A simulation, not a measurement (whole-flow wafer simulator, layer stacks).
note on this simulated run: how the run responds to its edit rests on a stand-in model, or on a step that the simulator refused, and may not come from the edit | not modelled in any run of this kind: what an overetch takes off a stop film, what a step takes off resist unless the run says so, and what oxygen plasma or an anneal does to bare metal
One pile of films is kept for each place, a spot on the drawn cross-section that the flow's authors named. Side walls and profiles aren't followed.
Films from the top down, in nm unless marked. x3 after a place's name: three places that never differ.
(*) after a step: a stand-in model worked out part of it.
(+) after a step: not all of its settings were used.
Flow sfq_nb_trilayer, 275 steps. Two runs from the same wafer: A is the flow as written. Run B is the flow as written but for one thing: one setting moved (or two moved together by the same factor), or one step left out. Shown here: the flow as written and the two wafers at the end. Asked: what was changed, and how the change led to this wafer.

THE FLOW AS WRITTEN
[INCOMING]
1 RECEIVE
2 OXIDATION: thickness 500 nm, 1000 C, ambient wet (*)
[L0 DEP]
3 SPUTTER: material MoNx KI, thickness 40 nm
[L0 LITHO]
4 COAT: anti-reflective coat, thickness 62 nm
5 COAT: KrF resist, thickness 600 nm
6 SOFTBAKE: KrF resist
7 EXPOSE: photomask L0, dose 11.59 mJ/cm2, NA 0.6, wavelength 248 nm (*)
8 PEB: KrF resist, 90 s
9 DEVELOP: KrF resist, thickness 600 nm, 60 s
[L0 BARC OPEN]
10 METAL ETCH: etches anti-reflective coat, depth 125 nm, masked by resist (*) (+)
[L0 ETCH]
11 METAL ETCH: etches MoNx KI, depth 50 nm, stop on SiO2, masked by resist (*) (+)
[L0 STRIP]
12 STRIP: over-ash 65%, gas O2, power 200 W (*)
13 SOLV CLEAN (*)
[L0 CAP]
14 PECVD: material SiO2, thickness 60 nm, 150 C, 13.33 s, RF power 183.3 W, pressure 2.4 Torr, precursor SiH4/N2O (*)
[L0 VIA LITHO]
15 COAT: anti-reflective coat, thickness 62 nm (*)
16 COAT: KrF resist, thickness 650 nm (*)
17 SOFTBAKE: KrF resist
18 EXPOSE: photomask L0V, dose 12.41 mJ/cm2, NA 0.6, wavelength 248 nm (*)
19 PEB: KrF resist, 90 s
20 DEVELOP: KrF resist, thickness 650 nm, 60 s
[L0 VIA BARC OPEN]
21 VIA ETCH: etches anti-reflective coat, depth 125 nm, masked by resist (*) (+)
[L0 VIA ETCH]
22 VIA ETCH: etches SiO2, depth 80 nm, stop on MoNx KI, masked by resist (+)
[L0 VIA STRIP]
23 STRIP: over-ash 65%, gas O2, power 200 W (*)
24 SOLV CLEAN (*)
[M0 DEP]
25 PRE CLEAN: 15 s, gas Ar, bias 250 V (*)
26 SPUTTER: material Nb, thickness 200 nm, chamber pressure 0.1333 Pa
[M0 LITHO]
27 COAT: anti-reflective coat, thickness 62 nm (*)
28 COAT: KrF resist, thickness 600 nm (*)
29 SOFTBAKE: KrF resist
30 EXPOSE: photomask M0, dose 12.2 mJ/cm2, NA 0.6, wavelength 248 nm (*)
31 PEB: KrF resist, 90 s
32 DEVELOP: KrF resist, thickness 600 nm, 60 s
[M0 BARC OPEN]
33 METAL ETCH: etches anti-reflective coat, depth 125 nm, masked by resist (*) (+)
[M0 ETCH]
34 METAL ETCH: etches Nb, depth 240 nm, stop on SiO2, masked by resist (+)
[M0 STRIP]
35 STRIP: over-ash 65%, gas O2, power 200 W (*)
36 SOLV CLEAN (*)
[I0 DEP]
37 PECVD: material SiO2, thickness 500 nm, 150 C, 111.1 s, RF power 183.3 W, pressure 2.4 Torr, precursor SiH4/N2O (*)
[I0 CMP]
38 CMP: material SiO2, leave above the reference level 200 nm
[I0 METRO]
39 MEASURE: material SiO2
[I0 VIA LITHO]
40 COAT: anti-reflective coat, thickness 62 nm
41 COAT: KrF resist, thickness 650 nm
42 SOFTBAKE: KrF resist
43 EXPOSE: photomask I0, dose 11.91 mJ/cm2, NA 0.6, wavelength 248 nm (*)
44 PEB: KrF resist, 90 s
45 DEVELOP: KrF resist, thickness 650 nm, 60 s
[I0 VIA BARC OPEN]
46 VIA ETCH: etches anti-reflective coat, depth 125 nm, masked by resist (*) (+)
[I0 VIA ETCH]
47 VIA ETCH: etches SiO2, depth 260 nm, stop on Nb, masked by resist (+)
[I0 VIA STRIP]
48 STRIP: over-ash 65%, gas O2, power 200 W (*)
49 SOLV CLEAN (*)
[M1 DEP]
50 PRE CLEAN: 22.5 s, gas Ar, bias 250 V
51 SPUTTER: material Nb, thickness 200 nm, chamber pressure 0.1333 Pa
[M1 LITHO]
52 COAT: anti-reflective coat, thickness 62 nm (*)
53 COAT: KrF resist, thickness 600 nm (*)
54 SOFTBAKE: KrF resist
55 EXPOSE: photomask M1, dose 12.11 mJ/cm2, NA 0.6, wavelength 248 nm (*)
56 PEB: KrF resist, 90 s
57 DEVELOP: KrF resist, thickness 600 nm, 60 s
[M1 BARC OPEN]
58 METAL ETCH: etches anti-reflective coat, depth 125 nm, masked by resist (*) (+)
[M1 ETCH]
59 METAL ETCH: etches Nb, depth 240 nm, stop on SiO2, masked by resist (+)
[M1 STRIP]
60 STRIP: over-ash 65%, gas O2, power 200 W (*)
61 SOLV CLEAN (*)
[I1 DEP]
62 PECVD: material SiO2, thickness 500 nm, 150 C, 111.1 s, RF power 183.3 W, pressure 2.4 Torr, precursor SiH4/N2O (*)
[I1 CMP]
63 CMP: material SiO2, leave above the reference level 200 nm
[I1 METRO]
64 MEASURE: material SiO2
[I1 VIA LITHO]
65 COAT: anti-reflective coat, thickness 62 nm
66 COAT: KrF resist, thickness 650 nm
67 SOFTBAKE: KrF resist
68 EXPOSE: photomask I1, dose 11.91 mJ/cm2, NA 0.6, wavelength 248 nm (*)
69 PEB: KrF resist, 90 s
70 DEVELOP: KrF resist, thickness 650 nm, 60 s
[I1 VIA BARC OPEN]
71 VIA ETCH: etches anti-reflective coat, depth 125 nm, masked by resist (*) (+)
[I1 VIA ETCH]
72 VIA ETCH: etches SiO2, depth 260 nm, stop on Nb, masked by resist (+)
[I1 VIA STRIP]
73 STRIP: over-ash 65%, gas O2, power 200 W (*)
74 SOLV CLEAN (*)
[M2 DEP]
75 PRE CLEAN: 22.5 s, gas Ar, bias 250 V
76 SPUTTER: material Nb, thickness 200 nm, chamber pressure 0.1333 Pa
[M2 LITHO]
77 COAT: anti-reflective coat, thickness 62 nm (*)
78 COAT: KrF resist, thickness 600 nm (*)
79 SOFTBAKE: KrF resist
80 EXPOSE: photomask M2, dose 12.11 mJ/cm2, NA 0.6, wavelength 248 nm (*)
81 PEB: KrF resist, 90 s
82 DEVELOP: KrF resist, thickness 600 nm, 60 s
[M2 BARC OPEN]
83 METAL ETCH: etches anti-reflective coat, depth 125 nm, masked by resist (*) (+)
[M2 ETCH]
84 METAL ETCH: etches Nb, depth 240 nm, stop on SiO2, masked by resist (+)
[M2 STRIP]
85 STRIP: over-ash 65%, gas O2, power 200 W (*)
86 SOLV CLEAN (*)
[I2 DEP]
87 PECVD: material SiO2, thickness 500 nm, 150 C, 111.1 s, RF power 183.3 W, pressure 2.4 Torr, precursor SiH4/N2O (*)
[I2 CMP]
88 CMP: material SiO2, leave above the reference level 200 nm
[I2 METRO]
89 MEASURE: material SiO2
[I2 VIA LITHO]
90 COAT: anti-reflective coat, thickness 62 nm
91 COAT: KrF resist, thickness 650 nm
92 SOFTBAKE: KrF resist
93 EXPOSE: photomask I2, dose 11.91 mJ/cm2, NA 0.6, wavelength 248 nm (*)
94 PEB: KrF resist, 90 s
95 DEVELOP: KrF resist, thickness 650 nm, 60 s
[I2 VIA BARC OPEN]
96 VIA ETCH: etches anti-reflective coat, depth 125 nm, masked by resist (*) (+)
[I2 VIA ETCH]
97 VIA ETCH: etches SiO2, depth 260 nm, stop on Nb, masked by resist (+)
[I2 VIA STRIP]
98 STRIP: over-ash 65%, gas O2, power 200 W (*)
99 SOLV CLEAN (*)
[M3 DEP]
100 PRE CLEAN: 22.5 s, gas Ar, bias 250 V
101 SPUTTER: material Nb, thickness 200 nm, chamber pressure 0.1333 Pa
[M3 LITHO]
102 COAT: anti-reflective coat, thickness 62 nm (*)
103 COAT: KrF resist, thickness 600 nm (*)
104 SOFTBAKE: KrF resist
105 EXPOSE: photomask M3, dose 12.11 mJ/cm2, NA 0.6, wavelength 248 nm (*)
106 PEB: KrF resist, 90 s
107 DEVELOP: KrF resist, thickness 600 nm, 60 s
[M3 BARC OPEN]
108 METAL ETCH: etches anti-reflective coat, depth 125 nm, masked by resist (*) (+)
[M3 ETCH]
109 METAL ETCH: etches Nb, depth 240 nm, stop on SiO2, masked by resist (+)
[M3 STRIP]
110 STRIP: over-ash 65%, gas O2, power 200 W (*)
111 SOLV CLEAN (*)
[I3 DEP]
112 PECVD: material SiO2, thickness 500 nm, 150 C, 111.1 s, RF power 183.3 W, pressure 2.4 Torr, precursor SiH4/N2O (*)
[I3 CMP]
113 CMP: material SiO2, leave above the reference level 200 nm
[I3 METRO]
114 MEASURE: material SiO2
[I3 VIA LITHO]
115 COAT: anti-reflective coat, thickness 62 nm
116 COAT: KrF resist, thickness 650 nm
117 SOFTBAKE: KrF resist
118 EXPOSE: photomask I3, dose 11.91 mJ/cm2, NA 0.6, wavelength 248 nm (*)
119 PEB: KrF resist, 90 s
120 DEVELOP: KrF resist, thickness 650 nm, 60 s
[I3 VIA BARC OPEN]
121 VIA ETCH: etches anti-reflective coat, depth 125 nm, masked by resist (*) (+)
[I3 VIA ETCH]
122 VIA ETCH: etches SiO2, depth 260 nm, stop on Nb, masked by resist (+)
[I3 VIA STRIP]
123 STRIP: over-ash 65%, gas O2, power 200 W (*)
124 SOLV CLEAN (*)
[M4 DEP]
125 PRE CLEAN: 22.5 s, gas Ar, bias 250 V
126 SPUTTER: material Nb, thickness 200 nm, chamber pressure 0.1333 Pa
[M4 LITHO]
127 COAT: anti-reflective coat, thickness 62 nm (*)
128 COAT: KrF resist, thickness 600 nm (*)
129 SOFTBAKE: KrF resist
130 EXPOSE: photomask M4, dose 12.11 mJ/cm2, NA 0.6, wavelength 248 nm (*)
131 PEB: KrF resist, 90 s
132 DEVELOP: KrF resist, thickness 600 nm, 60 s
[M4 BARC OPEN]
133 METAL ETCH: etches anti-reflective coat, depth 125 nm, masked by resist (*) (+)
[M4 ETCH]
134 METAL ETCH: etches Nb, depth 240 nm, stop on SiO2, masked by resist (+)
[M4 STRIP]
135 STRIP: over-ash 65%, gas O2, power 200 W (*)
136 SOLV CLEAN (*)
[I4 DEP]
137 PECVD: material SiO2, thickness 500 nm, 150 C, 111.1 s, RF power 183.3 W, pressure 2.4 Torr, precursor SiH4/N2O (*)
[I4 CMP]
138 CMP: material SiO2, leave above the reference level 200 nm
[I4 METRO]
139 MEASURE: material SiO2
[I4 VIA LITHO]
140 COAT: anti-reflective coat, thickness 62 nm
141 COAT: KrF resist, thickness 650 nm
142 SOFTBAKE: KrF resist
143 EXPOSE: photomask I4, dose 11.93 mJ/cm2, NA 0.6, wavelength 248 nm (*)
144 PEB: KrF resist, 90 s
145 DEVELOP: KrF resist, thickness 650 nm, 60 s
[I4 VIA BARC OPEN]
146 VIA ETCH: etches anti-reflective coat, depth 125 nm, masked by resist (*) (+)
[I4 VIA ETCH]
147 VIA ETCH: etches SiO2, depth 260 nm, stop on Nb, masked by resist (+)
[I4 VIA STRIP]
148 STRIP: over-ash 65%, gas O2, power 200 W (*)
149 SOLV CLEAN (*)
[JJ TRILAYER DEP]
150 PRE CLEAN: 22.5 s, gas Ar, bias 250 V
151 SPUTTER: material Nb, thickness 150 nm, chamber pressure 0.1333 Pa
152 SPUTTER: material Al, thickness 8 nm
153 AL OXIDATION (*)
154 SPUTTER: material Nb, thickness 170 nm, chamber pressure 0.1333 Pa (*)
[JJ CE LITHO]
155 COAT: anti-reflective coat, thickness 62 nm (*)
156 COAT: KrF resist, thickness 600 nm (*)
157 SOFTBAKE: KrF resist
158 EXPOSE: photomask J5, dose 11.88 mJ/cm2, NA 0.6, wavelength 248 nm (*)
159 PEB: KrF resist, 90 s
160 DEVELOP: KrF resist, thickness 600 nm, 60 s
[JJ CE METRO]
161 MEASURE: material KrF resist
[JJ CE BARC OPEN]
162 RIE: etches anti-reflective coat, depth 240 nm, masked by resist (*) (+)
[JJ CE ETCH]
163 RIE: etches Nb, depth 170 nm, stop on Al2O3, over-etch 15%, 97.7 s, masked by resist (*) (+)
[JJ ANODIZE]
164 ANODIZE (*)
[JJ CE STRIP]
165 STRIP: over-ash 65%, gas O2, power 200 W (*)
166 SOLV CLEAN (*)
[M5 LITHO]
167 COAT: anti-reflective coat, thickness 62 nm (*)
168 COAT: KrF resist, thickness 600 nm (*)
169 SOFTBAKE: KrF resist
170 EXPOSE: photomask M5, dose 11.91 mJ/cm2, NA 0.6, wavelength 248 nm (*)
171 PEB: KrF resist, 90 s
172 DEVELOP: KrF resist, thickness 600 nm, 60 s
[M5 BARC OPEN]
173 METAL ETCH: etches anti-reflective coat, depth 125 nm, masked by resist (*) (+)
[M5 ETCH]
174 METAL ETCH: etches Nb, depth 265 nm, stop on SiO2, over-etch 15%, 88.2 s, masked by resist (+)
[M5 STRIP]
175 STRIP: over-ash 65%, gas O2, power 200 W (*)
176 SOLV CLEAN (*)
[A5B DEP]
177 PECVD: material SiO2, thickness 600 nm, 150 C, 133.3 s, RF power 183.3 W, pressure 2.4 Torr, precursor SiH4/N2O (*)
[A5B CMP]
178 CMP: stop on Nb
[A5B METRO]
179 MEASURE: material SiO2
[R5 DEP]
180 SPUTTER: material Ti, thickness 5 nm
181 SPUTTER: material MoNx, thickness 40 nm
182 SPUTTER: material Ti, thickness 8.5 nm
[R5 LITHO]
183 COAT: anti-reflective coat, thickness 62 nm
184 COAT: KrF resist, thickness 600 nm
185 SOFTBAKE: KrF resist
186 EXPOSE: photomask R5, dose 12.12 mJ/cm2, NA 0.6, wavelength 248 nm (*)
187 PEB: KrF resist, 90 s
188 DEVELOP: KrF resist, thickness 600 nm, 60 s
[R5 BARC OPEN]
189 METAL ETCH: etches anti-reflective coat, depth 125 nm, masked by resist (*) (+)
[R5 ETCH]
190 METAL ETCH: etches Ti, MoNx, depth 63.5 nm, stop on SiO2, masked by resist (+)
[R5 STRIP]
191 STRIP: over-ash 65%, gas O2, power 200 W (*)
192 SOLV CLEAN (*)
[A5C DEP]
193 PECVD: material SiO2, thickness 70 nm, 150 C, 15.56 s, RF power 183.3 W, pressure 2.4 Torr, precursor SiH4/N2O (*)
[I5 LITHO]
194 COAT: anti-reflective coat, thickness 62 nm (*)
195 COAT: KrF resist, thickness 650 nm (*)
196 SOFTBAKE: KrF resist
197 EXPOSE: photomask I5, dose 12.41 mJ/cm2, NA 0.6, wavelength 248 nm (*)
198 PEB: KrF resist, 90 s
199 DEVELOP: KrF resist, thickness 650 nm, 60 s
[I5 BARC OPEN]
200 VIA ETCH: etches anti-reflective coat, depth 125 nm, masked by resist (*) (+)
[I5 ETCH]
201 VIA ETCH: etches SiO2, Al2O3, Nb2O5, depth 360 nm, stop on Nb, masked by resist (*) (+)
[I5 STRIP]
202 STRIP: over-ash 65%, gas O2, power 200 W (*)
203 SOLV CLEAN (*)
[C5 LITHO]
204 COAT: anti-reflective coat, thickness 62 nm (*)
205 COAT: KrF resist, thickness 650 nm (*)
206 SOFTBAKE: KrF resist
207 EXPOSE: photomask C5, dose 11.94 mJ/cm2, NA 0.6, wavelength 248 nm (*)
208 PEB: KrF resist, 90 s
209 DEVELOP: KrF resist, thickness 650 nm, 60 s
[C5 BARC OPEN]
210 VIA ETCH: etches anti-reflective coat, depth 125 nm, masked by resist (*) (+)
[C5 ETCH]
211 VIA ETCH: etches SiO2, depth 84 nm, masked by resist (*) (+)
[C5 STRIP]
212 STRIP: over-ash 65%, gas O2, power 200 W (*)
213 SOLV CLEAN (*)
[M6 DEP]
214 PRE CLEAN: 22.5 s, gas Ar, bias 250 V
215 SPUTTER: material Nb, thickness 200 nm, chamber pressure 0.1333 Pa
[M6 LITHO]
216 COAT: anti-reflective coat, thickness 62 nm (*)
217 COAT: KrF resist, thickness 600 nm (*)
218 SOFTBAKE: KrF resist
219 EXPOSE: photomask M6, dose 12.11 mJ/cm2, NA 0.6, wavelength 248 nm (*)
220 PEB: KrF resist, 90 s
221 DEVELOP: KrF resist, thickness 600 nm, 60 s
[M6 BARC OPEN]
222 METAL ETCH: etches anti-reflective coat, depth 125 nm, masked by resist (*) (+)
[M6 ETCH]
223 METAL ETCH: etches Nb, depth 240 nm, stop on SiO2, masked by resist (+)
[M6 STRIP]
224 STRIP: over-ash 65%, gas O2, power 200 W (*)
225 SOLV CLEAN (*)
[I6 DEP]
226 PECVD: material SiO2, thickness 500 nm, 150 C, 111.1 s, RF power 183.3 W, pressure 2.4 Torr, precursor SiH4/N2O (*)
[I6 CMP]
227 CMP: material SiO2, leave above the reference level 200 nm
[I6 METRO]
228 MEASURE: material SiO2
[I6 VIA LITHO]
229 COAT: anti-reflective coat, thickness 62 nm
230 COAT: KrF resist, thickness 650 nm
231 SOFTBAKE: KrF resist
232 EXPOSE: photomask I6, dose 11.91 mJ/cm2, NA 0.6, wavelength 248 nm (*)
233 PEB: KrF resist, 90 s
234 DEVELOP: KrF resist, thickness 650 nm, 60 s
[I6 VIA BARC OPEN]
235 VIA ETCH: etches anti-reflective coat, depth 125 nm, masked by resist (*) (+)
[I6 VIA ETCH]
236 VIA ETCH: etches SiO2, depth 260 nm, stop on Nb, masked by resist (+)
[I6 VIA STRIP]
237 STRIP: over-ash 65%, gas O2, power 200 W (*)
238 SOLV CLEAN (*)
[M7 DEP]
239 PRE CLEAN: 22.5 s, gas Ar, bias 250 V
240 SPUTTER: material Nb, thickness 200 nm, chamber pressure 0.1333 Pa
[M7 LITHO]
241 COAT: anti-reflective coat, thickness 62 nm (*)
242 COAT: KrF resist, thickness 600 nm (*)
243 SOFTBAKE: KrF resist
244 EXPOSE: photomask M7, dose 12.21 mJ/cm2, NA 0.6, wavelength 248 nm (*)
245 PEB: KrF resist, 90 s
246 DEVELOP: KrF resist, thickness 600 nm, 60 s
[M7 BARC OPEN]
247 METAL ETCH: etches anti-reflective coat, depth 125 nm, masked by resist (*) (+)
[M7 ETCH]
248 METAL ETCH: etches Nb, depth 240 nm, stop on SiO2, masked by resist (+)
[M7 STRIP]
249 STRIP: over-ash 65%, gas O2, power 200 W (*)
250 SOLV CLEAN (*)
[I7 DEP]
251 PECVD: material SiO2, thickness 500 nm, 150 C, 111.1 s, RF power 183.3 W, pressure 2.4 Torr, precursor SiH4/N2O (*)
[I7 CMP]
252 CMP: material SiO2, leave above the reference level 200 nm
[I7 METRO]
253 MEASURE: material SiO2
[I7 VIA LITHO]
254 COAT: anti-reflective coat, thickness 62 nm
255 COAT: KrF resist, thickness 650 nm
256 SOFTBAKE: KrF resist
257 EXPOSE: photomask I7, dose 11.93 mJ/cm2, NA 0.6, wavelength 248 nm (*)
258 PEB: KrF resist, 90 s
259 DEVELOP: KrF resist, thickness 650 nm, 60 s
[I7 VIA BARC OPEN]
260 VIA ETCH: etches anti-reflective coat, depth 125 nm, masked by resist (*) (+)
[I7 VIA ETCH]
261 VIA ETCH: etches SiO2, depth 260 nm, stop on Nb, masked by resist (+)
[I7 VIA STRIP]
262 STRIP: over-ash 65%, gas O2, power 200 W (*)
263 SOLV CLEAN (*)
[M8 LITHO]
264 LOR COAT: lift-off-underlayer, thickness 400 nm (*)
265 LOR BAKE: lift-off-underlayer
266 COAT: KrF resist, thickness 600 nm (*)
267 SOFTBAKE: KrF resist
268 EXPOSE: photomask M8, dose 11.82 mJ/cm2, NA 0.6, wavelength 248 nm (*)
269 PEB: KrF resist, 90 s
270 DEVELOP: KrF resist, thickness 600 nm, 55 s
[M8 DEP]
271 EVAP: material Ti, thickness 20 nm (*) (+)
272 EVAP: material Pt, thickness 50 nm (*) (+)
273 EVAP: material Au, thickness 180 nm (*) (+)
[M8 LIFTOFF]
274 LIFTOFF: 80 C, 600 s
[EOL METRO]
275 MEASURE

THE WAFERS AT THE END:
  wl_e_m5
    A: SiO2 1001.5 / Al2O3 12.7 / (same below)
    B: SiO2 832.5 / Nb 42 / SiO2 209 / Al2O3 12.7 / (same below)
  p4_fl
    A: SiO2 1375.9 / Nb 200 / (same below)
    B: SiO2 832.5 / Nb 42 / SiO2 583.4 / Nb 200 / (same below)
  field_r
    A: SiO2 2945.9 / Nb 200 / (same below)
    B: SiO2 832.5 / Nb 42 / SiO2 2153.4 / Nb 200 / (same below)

The cause: step 215, SPUTTER: thickness 282 nm was run, where the flow has thickness 200 nm.

How the change led to this, step by step:
  215 SPUTTER: material Nb, thickness 200 nm, chamber pressure 0.1333 Pa
      field_l, v_sur, via_wl and 100 more: A Nb +200 (new film) | B Nb +282 (new film)
      be: A Nb +147.3 | B Nb +206.5
      (and at 2 more places)
  216 COAT: anti-reflective coat, thickness 62 nm (*)
      be: A anti-reflective coat +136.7 (new film) | B anti-reflective coat +144.4 (new film)
      c5j: A anti-reflective coat +110.7 (new film) | B anti-reflective coat +113.3 (new film)
  223 METAL ETCH: etches Nb, depth 240 nm, stop on SiO2, masked by resist (+)
      field_l, gap, moat and 76 more: A Nb -200 (all of it) | B Nb -240
  224 STRIP: over-ash 65%, gas O2, power 200 W (*)
      be: A KrF resist -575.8 (all of it), anti-reflective coat -136.7 (all of it) | B KrF resist -588.7 (all of it), anti-reflective coat -144.4 (all of it)
      c5j: A KrF resist -418.3 (all of it), anti-reflective coat -110.7 (all of it) | B KrF resist -417 (all of it), anti-reflective coat -113.3 (all of it)
  226 PECVD: material SiO2, thickness 500 nm, 150 C, 111.1 s, RF power 183.3 W, pressure 2.4 Torr, precursor SiH4/N2O (*)
      field_l, p4_fl, p4_fm and 62 more: A SiO2 +500 | B SiO2 +500 (new film)
      moat, field_r, lsp_l, ln_m5, lsp_m: A SiO2 +493.6 | B SiO2 +492.3 (new film)
      (and at 10 more places)
  227 CMP: material SiO2, leave above the reference level 200 nm
      field_l, p4_fl, p4_fm and 59 more: A SiO2 -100 | B SiO2 -60
      moat, field_r, lsp_l, ln_m5, lsp_m: A SiO2 -93.6 | B SiO2 -52.3
      (and at 9 more places)
Counting metal films that touch as one body, wl_e_m5 has 7 bodies (between them, from the top down: SiO2 209 / Al2O3 12.7 / Nb2O5 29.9; SiO2 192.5; SiO2 192.5; SiO2 192.5; SiO2 192.5; SiO2 192.5); the flow as written gives 6 bodies (between them, from the top down: SiO2 192.5; SiO2 192.5; SiO2 192.5; SiO2 192.5; SiO2 192.5).
Counting metal films that touch as one body, p4_fl has 3 bodies (between them, from the top down: SiO2 583.4; SiO2 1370); the flow as written gives 2 bodies (between them, from the top down: SiO2 1370).
Counting metal films that touch as one body, field_r has 2 bodies (between them, from the top down: SiO2 2153.4); the flow as written gives 1 body.
